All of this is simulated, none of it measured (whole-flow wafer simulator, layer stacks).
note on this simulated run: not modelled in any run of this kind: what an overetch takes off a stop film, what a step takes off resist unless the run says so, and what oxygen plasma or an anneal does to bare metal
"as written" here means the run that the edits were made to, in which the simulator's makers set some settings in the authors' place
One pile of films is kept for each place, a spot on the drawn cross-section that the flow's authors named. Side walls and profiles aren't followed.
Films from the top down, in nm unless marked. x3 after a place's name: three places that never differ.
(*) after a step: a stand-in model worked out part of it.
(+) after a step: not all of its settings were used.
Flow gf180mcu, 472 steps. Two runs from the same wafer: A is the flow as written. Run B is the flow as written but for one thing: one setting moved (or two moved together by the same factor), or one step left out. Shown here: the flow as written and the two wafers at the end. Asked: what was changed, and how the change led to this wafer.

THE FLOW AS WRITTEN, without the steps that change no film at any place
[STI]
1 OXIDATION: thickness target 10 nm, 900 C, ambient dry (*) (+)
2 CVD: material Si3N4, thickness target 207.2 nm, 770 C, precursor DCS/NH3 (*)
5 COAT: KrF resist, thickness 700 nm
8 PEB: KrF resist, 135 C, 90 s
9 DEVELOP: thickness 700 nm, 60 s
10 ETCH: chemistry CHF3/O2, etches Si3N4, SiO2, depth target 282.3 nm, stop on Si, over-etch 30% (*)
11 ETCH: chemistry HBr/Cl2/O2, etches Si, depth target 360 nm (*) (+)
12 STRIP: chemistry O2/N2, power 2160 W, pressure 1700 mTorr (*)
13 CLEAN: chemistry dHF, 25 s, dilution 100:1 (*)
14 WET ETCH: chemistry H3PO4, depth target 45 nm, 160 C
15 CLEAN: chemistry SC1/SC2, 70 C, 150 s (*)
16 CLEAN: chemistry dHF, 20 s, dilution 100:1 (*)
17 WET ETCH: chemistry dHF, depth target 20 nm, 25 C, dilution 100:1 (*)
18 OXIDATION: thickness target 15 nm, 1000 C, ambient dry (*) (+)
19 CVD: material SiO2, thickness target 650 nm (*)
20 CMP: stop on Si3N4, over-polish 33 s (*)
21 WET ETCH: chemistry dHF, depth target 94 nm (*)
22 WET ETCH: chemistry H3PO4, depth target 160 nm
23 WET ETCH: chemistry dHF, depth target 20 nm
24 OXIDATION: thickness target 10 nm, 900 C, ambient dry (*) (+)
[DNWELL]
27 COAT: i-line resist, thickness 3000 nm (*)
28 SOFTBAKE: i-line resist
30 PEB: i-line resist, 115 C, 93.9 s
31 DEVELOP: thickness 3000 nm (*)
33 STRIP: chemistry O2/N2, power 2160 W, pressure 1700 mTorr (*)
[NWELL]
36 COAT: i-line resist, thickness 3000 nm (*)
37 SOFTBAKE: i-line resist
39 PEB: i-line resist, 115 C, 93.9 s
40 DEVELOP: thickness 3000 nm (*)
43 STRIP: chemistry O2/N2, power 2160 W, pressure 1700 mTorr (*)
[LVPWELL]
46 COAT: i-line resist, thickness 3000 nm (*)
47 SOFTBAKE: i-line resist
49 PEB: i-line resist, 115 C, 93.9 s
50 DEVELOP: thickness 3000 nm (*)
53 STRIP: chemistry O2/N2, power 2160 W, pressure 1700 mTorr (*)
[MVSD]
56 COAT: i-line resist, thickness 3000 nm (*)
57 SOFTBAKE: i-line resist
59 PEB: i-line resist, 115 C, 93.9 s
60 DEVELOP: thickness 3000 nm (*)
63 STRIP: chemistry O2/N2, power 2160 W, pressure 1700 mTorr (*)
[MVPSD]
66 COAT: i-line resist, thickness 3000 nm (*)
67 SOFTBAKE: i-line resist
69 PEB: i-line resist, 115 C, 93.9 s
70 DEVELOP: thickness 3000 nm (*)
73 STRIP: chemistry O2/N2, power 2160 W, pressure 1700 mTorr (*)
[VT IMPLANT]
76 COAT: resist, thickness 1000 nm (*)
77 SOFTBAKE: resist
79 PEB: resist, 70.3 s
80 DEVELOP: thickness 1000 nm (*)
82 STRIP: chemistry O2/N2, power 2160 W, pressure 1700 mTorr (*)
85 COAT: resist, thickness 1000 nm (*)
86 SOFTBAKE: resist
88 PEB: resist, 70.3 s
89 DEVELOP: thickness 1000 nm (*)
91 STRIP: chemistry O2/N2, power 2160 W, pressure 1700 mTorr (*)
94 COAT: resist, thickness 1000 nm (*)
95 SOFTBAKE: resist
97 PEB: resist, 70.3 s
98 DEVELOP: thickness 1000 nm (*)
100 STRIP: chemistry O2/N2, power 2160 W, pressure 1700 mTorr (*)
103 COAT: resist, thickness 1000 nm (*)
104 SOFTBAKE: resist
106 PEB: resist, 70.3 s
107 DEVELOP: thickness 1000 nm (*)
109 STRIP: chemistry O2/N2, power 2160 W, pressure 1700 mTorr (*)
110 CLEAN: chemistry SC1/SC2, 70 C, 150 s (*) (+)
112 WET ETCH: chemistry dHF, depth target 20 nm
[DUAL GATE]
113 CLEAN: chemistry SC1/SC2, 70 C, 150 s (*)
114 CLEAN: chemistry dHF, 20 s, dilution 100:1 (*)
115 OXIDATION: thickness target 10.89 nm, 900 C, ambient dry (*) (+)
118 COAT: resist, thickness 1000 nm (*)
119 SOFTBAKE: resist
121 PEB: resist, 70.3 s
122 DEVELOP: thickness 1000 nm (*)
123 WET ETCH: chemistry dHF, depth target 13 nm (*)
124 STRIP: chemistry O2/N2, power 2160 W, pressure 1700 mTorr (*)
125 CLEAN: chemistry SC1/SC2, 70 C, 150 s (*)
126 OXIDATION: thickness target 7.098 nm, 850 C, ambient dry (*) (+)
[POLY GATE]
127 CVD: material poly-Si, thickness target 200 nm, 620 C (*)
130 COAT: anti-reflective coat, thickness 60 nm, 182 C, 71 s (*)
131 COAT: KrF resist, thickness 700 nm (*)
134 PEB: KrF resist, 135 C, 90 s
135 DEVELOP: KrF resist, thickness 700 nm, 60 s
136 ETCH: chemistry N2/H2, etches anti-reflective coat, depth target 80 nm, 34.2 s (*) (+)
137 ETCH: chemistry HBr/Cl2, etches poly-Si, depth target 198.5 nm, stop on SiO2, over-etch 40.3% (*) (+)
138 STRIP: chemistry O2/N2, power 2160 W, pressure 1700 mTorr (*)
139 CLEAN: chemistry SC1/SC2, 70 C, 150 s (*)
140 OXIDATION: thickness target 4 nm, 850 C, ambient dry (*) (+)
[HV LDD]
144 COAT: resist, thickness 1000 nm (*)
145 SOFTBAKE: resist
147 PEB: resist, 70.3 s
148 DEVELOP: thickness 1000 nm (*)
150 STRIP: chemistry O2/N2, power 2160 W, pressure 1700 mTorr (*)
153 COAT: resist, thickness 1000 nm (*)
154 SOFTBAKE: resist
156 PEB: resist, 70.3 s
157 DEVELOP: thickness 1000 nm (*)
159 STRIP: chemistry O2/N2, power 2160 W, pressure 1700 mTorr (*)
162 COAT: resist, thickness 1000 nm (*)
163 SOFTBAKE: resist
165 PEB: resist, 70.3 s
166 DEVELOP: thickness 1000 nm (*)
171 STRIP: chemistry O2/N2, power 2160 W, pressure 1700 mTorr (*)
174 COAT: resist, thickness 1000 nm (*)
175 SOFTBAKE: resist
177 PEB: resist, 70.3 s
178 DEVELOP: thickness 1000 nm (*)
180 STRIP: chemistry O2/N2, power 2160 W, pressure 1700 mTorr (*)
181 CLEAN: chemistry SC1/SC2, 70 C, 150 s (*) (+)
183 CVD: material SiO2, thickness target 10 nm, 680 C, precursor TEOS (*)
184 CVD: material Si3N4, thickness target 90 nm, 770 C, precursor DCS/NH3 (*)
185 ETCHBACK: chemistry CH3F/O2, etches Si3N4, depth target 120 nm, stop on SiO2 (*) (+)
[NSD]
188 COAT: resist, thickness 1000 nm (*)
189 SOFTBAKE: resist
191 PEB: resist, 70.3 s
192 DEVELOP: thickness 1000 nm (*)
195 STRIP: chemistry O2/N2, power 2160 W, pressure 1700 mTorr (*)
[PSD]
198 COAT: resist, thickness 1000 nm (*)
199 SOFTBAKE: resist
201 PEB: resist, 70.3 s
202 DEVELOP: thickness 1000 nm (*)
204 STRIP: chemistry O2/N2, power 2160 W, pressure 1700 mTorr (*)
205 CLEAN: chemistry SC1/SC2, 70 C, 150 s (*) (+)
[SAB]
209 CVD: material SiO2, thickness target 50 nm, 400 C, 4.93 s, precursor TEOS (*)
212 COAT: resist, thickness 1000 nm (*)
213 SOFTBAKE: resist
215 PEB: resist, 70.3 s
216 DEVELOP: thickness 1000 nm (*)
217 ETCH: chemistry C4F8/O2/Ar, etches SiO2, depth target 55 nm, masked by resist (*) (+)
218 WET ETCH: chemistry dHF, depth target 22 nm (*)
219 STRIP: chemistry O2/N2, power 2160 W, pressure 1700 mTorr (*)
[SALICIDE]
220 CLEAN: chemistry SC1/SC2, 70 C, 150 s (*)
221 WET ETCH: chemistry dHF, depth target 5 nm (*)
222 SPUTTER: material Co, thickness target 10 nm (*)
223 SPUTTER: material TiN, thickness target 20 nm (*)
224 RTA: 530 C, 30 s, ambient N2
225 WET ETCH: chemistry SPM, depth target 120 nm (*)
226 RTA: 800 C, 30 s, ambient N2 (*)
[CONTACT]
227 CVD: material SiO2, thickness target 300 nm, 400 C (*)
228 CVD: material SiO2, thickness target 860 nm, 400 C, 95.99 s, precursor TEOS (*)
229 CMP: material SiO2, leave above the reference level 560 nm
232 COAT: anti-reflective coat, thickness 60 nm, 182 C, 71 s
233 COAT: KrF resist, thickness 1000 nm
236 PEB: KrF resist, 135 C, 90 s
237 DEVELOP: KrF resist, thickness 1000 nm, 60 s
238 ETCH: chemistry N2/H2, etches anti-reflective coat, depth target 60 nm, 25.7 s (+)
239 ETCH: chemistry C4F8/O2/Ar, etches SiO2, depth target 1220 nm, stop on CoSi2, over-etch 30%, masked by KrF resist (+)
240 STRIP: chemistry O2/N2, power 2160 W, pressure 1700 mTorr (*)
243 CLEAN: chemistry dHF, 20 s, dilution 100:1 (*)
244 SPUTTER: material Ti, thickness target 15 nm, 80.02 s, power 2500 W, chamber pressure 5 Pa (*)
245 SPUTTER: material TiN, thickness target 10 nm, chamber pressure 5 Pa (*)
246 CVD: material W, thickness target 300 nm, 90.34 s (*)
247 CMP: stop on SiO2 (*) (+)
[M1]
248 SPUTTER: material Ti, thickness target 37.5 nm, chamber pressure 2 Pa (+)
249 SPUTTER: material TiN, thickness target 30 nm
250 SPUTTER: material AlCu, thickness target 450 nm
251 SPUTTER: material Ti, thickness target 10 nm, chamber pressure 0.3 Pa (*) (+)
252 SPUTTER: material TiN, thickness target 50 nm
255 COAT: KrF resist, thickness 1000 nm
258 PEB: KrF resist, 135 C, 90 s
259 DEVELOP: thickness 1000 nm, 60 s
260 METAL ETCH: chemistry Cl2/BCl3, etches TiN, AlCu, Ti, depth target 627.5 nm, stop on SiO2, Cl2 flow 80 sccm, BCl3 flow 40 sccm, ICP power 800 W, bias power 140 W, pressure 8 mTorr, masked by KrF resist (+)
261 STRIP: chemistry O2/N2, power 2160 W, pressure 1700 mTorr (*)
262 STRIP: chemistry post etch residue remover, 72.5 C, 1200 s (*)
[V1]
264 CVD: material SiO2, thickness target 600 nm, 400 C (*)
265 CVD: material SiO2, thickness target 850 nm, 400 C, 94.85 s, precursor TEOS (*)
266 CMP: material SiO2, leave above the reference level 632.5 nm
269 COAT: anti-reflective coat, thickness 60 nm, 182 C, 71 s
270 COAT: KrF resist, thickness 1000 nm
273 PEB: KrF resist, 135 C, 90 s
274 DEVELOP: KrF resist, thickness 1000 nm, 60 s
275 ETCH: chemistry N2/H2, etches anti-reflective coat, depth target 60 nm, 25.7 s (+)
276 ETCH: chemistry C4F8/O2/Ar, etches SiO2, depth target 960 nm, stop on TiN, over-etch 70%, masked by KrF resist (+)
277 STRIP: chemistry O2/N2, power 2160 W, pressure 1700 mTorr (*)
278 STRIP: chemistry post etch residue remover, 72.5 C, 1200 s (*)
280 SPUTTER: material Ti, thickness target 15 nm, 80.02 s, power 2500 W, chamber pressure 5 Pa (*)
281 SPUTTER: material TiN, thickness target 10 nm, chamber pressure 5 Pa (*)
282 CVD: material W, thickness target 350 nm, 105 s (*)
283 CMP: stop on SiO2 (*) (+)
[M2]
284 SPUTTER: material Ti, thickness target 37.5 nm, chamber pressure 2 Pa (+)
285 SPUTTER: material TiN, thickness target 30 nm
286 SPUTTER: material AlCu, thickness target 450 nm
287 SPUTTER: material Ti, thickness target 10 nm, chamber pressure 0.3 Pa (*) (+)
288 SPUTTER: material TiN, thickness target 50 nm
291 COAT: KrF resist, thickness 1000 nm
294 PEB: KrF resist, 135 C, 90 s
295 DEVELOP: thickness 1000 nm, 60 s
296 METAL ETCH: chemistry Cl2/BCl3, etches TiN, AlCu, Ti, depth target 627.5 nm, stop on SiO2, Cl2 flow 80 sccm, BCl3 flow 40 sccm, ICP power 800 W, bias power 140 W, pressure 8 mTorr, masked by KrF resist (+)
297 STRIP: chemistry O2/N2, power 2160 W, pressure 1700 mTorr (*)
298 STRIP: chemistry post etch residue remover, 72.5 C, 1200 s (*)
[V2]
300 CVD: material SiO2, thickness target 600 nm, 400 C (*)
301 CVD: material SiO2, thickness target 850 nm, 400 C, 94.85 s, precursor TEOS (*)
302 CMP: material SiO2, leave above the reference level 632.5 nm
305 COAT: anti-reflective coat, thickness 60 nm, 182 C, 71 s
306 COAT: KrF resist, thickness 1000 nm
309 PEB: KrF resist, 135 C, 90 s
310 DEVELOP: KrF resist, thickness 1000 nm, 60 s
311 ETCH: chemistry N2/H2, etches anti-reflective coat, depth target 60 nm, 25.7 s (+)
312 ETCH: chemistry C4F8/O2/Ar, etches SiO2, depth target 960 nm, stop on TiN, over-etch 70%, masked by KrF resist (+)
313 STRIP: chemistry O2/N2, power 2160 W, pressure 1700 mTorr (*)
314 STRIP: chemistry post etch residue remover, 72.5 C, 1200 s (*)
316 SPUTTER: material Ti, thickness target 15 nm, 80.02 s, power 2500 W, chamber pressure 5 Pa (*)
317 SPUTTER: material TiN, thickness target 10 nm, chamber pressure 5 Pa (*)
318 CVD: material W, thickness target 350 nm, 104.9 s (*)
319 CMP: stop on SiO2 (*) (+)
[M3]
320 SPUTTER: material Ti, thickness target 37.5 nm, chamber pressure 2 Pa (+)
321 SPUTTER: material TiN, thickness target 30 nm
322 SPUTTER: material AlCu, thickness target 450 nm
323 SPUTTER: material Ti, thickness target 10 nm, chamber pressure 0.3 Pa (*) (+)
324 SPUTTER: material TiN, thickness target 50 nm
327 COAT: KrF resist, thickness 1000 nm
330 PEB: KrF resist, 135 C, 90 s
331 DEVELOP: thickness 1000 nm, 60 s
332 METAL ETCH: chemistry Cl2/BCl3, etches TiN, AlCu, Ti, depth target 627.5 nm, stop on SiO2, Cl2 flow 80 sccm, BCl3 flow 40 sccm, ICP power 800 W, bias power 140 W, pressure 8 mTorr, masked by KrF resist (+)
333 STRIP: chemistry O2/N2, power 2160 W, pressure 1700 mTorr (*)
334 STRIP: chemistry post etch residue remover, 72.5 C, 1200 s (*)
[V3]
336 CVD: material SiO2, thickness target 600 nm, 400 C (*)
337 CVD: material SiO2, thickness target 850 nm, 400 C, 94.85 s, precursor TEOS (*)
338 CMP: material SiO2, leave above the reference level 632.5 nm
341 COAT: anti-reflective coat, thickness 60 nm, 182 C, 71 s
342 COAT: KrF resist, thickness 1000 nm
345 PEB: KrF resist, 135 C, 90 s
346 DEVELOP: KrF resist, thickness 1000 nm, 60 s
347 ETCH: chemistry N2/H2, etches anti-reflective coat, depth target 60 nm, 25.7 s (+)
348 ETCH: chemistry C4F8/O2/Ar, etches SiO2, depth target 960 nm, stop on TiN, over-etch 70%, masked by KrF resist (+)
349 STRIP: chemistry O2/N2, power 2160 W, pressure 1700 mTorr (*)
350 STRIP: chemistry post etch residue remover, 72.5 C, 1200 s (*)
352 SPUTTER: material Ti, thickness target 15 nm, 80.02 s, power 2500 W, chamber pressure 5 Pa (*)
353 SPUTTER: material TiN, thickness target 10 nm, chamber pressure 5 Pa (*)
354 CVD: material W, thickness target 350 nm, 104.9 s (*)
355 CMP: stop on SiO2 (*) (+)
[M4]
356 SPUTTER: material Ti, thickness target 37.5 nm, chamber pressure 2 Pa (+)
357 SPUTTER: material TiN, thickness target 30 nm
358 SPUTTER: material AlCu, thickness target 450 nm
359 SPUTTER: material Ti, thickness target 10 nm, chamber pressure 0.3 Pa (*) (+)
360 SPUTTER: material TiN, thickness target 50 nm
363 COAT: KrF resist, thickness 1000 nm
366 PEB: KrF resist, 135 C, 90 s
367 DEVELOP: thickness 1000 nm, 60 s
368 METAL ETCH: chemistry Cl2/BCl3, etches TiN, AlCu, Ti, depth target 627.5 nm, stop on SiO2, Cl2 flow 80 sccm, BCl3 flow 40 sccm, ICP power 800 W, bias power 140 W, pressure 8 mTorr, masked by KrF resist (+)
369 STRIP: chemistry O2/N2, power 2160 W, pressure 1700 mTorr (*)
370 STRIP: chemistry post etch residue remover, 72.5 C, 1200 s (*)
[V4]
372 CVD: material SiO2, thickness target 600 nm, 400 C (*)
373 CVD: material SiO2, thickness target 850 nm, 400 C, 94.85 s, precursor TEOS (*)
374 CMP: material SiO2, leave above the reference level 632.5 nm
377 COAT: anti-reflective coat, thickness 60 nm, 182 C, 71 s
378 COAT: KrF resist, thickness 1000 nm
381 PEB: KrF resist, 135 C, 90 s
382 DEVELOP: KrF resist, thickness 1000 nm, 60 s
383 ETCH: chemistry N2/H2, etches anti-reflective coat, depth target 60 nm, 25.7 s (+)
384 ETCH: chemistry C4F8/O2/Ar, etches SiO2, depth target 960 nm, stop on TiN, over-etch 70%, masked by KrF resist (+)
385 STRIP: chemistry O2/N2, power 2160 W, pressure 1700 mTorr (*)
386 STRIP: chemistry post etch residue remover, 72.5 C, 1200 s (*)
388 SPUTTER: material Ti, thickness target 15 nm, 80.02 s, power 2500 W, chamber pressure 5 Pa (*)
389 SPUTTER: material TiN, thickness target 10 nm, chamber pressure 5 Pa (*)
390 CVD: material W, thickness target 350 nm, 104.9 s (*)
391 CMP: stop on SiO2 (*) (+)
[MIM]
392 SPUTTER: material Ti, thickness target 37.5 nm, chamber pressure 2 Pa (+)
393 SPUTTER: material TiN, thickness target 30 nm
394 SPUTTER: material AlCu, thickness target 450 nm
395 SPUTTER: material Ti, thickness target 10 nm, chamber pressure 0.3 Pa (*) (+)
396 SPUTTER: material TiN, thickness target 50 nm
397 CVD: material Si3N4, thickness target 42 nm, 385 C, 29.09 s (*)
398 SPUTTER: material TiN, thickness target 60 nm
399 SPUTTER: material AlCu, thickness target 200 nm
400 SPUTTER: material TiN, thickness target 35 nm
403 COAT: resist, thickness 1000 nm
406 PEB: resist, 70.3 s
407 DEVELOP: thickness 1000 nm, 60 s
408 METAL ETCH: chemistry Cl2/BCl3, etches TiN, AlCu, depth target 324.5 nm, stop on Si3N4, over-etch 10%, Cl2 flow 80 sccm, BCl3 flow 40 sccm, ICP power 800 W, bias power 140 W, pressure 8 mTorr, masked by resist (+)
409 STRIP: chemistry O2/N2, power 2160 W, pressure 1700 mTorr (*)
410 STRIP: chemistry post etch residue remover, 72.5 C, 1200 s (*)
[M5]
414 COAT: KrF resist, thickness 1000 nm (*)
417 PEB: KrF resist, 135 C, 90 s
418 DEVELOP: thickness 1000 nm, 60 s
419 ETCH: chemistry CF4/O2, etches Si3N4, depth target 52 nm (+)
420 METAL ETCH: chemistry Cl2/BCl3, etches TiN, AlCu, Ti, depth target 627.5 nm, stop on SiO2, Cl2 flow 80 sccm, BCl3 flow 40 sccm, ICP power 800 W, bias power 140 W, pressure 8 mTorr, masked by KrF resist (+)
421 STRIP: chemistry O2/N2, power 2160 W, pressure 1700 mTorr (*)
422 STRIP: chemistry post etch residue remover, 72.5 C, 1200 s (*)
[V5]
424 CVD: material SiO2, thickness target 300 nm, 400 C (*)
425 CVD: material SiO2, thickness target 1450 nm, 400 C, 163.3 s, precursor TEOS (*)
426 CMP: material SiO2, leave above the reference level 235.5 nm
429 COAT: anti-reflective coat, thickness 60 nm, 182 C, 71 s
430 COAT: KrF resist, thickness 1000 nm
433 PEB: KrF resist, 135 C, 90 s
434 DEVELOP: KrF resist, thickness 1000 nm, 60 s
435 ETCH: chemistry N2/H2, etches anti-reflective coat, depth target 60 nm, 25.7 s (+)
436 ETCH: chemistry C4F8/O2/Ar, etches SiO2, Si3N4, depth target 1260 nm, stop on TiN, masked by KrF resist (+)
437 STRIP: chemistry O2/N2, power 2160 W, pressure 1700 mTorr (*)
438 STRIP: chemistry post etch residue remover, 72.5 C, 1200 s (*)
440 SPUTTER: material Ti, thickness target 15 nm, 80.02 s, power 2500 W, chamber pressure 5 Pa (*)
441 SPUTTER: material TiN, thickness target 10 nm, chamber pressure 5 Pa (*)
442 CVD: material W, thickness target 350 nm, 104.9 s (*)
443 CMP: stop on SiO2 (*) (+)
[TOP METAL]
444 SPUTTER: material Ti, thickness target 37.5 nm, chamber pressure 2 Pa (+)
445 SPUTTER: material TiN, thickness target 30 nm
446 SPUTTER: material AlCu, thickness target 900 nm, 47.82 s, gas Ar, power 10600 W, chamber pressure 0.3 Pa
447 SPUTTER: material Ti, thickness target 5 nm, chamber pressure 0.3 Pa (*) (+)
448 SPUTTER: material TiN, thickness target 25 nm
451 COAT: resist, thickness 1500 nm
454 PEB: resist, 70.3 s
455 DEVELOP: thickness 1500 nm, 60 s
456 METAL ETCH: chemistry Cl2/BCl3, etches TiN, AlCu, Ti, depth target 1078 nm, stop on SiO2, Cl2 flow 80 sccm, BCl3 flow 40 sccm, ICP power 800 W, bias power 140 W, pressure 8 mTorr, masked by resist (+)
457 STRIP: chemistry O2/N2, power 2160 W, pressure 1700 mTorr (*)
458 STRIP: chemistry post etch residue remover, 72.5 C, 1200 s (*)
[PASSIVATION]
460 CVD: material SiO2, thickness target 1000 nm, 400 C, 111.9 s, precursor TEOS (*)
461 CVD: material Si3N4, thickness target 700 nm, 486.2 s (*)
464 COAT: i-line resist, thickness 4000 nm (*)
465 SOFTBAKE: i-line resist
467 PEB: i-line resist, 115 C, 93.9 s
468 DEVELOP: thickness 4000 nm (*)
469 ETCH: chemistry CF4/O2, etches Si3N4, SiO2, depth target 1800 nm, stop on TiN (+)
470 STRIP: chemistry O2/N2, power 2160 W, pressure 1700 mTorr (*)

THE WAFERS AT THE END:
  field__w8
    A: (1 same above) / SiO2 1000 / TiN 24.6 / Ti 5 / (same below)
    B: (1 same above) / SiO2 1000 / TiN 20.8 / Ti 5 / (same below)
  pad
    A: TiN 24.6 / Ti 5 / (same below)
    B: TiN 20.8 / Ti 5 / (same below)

The cause: step 448, SPUTTER: thickness target 21.2 nm was run, where the flow has thickness target 25 nm.

How the change led to this, step by step:
  448 SPUTTER: material TiN, thickness target 25 nm
      field, field__w1, field__w2 and 109 more: A TiN +25 (new film) | B TiN +21.2 (new film)
  456 METAL ETCH: chemistry Cl2/BCl3, etches TiN, AlCu, Ti, depth target 1078 nm, stop on SiO2, Cl2 flow 80 sccm, BCl3 flow 40 sccm, ICP power 800 W, bias power 140 W, pressure 8 mTorr, masked by resist (+)
      field, field__w1, field__w2 and 103 more: A TiN -25 (all of it), Ti -5 (all of it), AlCu -900 (all of it), TiN -30 (all of it), Ti -37.5 (all of it) | B TiN -21.2 (all of it), Ti -5 (all of it), AlCu -900 (all of it), TiN -30 (all of it), Ti -37.5 (all of it)
